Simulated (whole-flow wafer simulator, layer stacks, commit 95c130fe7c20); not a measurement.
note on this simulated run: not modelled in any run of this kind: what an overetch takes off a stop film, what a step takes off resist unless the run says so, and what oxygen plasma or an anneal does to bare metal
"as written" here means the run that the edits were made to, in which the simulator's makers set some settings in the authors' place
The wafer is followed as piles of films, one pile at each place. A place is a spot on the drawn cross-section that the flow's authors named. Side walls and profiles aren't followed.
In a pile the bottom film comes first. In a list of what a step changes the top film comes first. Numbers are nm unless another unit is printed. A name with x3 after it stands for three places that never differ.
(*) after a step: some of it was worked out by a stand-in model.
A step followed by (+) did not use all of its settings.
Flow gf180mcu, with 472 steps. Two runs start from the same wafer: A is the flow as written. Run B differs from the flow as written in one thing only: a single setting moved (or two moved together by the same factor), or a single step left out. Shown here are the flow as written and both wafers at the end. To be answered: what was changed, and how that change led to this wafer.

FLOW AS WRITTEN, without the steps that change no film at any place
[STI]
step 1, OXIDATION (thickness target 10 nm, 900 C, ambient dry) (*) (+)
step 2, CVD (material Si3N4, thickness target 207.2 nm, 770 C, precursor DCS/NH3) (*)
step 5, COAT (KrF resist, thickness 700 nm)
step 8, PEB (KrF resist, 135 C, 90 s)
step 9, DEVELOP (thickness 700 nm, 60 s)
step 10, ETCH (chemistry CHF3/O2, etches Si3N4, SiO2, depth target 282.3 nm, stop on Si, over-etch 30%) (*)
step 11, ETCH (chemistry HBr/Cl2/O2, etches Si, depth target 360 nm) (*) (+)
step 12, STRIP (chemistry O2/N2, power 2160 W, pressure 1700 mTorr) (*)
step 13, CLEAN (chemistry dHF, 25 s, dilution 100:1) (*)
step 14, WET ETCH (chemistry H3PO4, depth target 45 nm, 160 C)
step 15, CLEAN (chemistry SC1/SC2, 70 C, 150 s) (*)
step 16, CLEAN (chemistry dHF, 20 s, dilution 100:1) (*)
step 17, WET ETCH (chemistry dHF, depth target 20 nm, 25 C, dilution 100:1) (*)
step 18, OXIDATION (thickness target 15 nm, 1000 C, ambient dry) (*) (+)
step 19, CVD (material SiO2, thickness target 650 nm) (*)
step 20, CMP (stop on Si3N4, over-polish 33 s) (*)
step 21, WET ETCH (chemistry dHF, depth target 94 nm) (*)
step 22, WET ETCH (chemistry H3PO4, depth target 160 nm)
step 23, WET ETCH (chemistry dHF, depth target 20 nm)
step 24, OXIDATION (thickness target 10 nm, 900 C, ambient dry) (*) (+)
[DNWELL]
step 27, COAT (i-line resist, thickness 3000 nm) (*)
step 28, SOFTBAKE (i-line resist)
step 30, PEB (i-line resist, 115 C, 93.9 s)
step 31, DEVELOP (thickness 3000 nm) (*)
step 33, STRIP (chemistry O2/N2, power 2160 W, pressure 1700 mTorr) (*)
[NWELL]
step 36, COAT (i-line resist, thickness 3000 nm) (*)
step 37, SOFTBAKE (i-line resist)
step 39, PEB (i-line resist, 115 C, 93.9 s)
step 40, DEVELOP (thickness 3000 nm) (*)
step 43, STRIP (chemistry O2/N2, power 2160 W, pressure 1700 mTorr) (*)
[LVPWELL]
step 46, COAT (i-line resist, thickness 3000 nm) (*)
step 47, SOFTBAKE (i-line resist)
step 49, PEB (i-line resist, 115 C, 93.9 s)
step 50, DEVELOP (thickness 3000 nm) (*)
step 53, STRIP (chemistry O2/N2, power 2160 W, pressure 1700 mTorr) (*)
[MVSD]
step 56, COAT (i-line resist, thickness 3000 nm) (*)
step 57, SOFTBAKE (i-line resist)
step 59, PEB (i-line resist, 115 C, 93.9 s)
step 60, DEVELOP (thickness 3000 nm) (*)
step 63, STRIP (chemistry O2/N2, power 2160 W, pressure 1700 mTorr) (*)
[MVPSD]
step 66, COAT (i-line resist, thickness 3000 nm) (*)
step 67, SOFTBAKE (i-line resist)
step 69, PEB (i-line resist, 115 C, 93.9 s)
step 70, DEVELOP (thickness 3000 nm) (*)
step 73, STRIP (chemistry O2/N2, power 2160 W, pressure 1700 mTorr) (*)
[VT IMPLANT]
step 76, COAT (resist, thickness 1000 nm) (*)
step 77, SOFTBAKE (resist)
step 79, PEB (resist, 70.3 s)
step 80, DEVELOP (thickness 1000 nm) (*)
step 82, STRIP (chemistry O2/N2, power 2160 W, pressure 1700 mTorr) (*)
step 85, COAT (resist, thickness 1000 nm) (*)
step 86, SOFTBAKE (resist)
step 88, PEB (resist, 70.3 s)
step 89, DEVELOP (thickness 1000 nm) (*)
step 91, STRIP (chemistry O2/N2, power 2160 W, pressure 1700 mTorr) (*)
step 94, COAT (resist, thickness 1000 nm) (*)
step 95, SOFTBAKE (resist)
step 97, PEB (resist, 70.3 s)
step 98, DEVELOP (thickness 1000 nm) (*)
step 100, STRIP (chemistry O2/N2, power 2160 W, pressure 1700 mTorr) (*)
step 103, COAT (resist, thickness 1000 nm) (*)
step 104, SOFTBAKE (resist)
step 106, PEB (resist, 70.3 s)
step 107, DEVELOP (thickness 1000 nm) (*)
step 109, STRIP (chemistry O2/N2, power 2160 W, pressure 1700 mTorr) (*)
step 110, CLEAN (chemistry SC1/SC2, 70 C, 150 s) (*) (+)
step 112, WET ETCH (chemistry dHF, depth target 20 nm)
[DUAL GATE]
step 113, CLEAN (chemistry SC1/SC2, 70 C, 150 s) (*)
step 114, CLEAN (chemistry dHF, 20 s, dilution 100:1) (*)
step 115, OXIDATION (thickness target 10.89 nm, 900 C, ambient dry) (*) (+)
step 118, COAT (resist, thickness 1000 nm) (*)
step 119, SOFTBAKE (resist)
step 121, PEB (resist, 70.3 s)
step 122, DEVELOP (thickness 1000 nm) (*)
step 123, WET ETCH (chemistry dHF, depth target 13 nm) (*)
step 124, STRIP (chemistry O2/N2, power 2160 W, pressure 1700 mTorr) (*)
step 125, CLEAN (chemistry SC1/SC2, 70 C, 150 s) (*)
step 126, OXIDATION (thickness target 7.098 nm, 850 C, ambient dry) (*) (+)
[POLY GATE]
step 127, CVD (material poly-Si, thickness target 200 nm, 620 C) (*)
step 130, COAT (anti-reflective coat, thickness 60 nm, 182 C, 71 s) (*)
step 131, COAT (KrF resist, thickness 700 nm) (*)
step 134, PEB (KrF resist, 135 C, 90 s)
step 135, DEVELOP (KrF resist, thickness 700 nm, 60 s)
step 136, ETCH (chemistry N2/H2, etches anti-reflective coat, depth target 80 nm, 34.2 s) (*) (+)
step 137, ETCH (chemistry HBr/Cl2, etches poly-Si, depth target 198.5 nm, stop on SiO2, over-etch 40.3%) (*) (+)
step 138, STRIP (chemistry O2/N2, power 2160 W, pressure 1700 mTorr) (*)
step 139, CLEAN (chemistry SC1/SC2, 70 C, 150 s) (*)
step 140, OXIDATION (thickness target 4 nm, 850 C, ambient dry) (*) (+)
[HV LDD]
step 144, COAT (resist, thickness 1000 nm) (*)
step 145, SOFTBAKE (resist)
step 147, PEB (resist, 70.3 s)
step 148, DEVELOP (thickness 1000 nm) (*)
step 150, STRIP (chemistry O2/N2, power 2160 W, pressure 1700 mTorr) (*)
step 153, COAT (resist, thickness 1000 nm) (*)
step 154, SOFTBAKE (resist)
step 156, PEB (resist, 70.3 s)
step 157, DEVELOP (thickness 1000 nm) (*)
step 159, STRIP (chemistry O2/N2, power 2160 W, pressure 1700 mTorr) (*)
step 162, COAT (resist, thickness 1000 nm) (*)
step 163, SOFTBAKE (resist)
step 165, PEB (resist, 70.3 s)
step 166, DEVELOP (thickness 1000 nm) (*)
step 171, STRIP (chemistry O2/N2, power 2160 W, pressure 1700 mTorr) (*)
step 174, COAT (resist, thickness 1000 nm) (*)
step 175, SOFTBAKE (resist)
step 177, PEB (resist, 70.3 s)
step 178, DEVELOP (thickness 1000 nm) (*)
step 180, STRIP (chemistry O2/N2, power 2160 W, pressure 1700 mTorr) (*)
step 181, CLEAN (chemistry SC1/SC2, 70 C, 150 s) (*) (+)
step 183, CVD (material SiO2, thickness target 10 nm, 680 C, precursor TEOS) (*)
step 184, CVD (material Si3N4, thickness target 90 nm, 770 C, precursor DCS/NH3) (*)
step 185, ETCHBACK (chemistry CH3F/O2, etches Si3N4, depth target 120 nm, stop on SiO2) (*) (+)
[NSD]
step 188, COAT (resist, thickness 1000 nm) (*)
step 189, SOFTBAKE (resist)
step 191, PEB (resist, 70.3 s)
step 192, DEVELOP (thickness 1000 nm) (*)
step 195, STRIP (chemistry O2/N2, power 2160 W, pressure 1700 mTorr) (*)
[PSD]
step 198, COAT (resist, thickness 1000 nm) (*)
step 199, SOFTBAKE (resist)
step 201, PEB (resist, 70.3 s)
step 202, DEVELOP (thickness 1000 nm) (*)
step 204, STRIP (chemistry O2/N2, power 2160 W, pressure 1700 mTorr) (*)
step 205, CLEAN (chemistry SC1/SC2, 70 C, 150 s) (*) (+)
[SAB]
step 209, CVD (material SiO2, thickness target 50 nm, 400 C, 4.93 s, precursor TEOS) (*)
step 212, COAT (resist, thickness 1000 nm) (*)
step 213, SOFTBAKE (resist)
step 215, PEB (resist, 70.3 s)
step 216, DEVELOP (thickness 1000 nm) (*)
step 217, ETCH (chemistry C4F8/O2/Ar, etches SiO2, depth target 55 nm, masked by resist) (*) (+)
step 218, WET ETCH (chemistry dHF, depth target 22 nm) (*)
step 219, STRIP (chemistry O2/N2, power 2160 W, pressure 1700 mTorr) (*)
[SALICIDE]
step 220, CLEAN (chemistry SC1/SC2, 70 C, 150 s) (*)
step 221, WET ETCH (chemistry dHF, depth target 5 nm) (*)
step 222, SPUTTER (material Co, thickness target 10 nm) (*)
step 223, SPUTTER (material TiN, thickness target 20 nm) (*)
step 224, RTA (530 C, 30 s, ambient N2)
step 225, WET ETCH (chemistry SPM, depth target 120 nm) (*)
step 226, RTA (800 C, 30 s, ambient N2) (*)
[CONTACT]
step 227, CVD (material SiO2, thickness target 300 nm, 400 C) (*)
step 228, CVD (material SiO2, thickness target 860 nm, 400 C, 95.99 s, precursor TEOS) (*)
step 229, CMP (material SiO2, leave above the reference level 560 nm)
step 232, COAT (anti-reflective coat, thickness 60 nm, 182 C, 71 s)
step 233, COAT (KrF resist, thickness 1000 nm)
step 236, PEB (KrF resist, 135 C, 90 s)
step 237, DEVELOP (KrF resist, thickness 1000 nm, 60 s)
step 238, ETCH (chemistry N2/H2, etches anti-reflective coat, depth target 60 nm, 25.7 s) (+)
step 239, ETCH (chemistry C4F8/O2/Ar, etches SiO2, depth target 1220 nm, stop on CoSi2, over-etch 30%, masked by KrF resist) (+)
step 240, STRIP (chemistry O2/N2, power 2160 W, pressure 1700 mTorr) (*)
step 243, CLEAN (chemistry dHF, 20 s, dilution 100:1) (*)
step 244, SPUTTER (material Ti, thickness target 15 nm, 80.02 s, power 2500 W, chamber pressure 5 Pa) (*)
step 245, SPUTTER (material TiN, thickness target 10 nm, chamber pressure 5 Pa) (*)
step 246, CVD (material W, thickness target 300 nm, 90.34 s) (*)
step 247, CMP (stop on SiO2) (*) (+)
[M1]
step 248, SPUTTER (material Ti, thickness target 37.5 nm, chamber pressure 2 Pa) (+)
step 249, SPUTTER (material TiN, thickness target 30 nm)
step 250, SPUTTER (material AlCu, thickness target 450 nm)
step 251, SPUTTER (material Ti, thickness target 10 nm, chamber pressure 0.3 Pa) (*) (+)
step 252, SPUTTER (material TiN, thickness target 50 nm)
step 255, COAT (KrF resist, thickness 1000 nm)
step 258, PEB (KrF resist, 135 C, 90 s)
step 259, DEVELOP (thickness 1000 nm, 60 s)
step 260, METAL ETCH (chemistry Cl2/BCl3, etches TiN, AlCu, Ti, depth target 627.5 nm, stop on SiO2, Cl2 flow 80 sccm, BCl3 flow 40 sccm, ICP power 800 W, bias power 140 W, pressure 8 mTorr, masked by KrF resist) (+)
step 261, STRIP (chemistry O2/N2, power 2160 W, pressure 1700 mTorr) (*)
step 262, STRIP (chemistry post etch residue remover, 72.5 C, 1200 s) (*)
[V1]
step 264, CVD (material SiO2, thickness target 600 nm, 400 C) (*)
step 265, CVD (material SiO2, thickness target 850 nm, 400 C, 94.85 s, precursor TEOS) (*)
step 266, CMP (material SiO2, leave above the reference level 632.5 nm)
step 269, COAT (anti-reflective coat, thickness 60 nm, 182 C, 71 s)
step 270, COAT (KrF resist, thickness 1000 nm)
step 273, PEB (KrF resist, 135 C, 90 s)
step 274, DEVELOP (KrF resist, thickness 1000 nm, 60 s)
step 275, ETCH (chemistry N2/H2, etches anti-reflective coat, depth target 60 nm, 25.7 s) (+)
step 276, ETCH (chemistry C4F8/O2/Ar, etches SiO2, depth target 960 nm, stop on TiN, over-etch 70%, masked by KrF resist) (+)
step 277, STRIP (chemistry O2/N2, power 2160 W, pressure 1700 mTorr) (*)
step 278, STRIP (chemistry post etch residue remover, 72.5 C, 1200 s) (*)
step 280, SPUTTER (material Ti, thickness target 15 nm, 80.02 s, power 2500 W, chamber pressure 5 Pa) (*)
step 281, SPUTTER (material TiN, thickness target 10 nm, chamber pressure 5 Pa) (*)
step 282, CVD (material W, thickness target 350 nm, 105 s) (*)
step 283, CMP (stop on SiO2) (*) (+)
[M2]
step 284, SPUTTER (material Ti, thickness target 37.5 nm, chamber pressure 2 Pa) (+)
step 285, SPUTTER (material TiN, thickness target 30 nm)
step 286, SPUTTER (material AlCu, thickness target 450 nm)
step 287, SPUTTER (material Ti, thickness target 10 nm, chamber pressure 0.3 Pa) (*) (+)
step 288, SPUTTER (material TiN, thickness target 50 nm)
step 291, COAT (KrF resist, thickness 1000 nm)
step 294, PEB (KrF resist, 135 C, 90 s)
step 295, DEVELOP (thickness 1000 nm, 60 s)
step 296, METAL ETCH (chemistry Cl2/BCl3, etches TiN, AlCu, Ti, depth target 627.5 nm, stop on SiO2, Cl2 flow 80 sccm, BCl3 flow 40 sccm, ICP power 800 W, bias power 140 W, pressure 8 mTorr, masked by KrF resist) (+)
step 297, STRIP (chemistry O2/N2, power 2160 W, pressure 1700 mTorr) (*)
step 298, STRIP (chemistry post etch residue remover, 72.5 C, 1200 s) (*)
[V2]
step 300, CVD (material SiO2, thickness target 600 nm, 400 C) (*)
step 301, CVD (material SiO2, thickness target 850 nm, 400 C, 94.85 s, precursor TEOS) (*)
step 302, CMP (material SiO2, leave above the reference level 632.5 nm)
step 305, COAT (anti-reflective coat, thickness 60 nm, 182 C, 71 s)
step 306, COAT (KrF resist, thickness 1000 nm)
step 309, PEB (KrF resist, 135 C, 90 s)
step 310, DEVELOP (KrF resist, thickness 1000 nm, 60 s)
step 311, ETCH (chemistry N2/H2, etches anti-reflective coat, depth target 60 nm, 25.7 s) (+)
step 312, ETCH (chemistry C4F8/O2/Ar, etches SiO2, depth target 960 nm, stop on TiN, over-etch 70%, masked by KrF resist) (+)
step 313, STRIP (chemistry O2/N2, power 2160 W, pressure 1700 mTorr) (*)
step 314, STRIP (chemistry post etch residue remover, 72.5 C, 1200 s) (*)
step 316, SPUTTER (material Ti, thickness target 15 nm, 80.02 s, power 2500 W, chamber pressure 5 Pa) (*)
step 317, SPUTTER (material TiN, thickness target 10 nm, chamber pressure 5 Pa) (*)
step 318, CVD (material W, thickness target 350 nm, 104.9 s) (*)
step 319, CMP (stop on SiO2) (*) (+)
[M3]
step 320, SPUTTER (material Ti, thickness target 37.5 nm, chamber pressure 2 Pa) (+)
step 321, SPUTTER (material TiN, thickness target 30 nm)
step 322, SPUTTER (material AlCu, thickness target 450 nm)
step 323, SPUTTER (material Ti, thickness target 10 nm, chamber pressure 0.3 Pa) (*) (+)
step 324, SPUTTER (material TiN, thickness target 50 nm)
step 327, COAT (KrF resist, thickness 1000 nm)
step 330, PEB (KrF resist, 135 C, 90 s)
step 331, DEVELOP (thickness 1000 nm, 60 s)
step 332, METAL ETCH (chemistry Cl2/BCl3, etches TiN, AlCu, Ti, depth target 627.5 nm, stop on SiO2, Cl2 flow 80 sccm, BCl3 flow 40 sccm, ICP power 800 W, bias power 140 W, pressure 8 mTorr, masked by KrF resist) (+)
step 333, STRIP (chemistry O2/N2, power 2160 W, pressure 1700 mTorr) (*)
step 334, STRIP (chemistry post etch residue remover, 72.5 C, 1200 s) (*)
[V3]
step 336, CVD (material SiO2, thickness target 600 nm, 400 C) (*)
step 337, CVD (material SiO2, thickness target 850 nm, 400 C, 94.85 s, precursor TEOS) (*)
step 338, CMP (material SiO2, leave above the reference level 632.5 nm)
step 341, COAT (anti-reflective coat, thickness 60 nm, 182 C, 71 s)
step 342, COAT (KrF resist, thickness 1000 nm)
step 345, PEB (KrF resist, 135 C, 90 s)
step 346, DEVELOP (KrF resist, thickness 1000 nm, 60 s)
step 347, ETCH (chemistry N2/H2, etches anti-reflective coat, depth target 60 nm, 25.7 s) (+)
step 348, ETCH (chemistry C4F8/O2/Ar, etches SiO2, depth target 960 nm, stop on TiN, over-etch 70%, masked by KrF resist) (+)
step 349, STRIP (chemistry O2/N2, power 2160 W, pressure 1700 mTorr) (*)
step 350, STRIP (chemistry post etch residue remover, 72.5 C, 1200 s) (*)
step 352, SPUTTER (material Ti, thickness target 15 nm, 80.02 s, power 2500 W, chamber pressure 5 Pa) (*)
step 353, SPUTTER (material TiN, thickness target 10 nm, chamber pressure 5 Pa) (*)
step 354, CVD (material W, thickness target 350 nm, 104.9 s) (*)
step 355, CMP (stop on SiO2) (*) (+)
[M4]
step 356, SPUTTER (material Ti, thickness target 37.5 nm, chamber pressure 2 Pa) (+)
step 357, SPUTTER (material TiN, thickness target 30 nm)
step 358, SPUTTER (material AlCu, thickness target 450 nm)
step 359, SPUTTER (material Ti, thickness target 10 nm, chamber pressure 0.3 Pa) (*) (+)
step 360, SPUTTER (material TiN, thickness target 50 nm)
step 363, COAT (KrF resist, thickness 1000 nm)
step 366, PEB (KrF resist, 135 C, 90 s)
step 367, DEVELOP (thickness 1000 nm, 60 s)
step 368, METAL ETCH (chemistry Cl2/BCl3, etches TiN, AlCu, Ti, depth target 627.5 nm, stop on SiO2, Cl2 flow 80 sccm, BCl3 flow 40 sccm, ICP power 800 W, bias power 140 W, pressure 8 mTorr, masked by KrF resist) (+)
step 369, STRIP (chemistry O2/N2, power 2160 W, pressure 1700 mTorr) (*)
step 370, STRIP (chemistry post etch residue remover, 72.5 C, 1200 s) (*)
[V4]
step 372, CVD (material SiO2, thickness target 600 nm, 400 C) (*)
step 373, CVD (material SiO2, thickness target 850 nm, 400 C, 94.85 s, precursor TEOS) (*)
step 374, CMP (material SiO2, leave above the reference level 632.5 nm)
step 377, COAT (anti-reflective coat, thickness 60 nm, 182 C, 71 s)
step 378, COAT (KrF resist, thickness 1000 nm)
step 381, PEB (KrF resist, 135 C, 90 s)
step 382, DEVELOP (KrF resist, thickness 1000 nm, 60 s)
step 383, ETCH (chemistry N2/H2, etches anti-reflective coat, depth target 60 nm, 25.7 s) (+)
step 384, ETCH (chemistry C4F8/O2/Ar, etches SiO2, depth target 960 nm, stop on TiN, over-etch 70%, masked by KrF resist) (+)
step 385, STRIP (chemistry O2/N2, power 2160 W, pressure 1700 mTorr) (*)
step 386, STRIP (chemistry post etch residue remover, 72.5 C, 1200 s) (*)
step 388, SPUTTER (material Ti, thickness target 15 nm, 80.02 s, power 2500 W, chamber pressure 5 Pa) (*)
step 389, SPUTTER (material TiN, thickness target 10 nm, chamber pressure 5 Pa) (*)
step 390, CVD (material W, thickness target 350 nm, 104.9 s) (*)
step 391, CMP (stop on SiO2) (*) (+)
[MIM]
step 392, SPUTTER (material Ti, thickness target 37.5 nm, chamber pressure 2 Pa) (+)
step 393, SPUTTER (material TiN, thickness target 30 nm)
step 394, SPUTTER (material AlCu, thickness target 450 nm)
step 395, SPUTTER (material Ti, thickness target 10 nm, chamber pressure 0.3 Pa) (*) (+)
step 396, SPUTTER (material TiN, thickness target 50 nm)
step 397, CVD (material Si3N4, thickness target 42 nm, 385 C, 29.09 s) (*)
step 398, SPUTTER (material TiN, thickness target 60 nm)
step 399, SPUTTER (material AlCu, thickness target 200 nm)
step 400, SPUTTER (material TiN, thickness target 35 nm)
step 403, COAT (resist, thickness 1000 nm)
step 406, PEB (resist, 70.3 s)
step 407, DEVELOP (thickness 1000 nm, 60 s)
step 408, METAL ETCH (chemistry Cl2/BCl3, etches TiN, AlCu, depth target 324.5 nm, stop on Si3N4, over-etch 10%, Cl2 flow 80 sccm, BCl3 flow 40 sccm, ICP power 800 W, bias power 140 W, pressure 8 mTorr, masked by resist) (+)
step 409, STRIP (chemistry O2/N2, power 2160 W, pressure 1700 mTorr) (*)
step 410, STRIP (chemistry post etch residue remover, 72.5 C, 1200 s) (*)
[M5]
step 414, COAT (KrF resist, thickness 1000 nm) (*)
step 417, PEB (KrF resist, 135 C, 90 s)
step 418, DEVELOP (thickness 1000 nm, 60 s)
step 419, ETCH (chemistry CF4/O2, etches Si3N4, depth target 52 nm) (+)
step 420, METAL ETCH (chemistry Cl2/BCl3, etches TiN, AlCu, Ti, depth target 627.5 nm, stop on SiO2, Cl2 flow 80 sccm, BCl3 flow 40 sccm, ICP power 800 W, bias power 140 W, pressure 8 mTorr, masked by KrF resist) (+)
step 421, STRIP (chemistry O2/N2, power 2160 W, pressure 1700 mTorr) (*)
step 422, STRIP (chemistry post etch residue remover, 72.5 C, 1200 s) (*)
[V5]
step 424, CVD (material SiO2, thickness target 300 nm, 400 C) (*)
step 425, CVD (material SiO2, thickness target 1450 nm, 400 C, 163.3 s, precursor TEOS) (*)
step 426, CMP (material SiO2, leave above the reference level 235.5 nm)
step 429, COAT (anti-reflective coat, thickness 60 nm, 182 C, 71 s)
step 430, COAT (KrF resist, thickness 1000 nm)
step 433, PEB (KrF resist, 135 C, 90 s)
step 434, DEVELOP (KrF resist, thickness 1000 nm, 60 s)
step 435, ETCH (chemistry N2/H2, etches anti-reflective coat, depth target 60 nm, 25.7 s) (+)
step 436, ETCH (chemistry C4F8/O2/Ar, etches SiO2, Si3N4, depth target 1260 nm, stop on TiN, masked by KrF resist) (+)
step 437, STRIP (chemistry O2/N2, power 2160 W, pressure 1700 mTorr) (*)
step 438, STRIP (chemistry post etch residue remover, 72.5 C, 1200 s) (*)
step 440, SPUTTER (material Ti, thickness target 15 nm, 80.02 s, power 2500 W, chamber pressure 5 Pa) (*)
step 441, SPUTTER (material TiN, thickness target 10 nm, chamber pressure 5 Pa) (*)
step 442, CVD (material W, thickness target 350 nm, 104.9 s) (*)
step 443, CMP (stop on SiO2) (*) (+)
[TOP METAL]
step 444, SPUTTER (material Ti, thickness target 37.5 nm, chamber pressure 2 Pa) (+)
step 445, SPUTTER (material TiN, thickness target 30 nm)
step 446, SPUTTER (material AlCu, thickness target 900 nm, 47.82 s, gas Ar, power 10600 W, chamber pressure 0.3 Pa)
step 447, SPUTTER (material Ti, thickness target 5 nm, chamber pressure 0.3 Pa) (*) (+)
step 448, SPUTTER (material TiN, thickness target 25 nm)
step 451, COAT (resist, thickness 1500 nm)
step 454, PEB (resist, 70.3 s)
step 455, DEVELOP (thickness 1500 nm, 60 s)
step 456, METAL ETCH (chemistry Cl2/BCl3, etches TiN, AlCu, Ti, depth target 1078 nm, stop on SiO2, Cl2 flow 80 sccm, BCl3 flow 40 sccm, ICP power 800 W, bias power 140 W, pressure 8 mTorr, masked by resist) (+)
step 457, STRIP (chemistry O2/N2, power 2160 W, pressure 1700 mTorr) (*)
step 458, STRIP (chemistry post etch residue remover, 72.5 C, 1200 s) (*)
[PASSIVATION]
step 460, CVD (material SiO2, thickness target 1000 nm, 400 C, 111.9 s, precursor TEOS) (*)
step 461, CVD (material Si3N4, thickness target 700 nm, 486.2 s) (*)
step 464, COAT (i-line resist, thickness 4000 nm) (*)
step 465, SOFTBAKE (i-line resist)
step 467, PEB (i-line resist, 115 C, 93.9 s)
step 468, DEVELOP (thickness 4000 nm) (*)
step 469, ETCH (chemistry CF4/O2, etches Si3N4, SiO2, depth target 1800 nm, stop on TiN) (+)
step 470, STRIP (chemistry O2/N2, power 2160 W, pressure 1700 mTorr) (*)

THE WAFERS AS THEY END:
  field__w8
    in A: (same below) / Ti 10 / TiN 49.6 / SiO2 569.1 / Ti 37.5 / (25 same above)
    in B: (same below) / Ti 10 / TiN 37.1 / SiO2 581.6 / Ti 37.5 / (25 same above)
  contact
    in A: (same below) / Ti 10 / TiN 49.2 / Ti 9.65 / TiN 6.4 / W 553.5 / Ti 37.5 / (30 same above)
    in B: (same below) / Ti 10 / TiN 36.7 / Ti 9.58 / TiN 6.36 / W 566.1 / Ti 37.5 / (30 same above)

Cause: step 288, SPUTTER: thickness target 37.5 nm was run, whereas the flow has thickness target 50 nm.

The path from the change to this, step by step:
  step 288, SPUTTER (material TiN, thickness target 50 nm)
      field, field__w1, field__w2 and 108 more: A TiN gains 50 (new film) | B TiN gains 37.5 (new film)
  step 296, METAL ETCH (chemistry Cl2/BCl3, etches TiN, AlCu, Ti, depth target 627.5 nm, stop on SiO2, Cl2 flow 80 sccm, BCl3 flow 40 sccm, ICP power 800 W, bias power 140 W, pressure 8 mTorr, masked by KrF resist) (+)
      field, field__w1, field__w2 and 103 more: A TiN loses 50 (all of it), Ti loses 10 (all of it), AlCu loses 450 (all of it), TiN loses 30 (all of it), Ti loses 37.5 (all of it) | B TiN loses 37.5 (all of it), Ti loses 10 (all of it), AlCu loses 450 (all of it), TiN loses 30 (all of it), Ti loses 37.5 (all of it)
  step 312, ETCH (chemistry C4F8/O2/Ar, etches SiO2, depth target 960 nm, stop on TiN, over-etch 70%, masked by KrF resist) (+)
      contact: A SiO2 loses 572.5 (all of it) | B SiO2 loses 585 (all of it)
